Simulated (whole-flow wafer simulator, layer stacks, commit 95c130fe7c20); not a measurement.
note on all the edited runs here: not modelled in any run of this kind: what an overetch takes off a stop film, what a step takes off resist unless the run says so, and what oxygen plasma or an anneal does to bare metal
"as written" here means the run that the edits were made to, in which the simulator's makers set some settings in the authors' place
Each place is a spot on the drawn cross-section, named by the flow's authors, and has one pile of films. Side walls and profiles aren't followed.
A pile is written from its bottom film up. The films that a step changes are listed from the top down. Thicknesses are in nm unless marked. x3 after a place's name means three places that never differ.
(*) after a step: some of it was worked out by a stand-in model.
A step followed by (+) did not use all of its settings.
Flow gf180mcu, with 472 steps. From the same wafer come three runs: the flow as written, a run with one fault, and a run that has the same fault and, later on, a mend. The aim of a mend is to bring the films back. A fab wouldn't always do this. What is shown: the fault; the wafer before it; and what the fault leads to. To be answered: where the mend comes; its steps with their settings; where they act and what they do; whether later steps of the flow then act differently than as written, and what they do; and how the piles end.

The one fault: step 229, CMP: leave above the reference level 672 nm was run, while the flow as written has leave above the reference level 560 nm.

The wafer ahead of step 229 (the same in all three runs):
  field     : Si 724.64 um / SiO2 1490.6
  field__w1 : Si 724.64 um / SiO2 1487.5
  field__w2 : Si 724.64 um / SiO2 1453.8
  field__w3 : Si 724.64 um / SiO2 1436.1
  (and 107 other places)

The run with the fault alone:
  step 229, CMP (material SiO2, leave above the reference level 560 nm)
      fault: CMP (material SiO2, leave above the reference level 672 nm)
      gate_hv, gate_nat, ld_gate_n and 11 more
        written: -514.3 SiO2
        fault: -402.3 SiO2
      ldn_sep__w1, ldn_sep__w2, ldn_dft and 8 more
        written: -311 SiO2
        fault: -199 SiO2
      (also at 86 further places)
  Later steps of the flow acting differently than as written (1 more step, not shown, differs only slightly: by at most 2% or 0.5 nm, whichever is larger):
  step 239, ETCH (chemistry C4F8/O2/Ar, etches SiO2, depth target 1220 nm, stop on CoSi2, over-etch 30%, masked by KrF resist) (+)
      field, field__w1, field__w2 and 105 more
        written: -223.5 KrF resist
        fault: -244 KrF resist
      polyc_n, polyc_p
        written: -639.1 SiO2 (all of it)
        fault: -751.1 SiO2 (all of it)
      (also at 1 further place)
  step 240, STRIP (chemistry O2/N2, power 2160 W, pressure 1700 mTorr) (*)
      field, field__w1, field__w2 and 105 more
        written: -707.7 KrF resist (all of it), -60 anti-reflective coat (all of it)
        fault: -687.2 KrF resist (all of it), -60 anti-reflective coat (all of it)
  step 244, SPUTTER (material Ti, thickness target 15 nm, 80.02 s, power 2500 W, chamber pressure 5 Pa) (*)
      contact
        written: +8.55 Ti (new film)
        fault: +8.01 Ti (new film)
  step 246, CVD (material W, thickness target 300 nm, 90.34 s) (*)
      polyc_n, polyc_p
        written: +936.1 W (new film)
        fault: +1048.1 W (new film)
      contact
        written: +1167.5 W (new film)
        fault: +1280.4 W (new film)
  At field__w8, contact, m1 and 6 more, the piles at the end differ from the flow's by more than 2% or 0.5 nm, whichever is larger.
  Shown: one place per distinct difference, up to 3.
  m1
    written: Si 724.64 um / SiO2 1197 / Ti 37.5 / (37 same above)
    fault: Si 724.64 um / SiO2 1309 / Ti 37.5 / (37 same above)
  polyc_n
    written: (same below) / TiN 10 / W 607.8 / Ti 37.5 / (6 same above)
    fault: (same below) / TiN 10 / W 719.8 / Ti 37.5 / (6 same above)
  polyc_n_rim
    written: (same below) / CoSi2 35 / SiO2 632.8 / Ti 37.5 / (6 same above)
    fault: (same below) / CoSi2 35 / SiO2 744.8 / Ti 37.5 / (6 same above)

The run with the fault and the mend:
  The mend follows step 229.
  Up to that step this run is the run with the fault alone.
  step 229a, CMP (material SiO2, leave above the reference level 560 nm) (a further turn of the flow's step 229)
      field, field__w1, field__w2 and 108 more
        -112 SiO2
  Later steps of the flow that are run all act as written at every place that is followed.
  By the end, the piles equal the flow's at every place that both follow.
